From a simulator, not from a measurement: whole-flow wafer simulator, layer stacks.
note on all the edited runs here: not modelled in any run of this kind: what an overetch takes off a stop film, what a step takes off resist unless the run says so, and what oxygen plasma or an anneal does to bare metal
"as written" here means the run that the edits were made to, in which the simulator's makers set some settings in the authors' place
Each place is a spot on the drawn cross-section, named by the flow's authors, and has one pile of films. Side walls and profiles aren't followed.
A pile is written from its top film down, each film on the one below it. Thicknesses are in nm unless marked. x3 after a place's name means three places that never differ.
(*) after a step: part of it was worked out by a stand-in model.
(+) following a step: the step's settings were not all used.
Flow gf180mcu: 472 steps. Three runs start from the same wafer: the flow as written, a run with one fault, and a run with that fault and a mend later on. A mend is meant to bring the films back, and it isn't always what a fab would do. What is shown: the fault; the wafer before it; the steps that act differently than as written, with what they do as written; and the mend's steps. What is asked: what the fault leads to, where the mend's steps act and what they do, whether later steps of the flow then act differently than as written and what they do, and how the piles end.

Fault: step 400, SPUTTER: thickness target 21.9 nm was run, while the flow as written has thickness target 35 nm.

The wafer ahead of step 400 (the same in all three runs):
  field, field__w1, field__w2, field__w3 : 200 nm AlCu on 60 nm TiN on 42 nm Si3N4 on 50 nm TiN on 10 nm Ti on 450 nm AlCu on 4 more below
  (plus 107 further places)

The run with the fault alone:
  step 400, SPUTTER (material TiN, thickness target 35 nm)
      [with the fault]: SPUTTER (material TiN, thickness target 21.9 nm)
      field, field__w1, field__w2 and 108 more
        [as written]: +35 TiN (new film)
        [with the fault]: +21.9 TiN (new film)
  Steps further on in the flow that do not act as written (not shown: 8 more steps that differ only slightly, by at most 2% or 0.5 nm, whichever is larger):
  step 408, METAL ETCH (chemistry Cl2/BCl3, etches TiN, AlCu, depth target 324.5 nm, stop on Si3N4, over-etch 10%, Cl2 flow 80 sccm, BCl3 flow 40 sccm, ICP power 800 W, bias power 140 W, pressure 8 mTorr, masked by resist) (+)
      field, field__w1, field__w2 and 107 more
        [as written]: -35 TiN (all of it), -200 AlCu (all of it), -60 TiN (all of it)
        [with the fault]: -21.9 TiN (all of it), -200 AlCu (all of it), -60 TiN (all of it)
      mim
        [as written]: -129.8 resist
        [with the fault]: -124 resist
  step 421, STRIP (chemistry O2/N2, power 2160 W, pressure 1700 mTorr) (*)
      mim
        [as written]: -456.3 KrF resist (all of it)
        [with the fault]: -466.1 KrF resist (all of it)
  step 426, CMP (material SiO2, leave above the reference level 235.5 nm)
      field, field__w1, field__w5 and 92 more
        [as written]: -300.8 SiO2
        [with the fault]: -313.9 SiO2
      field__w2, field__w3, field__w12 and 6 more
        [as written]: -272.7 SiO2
        [with the fault]: -285.8 SiO2
  The piles end different from the flow's at mim by more than 2% or 0.5 nm, whichever is larger.
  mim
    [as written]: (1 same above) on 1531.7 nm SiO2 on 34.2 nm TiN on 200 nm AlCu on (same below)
    [with the fault]: (1 same above) on 1531.7 nm SiO2 on 21.1 nm TiN on 200 nm AlCu on (same below)

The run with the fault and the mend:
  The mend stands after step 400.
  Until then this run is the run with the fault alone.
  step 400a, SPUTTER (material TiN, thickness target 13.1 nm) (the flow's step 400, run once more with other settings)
      field, field__w1, field__w2 and 108 more
        +13.1 TiN
  None of the later steps of the flow acts differently than as written at any place that is followed.
  By the end, the piles equal the flow's at every place that both follow.
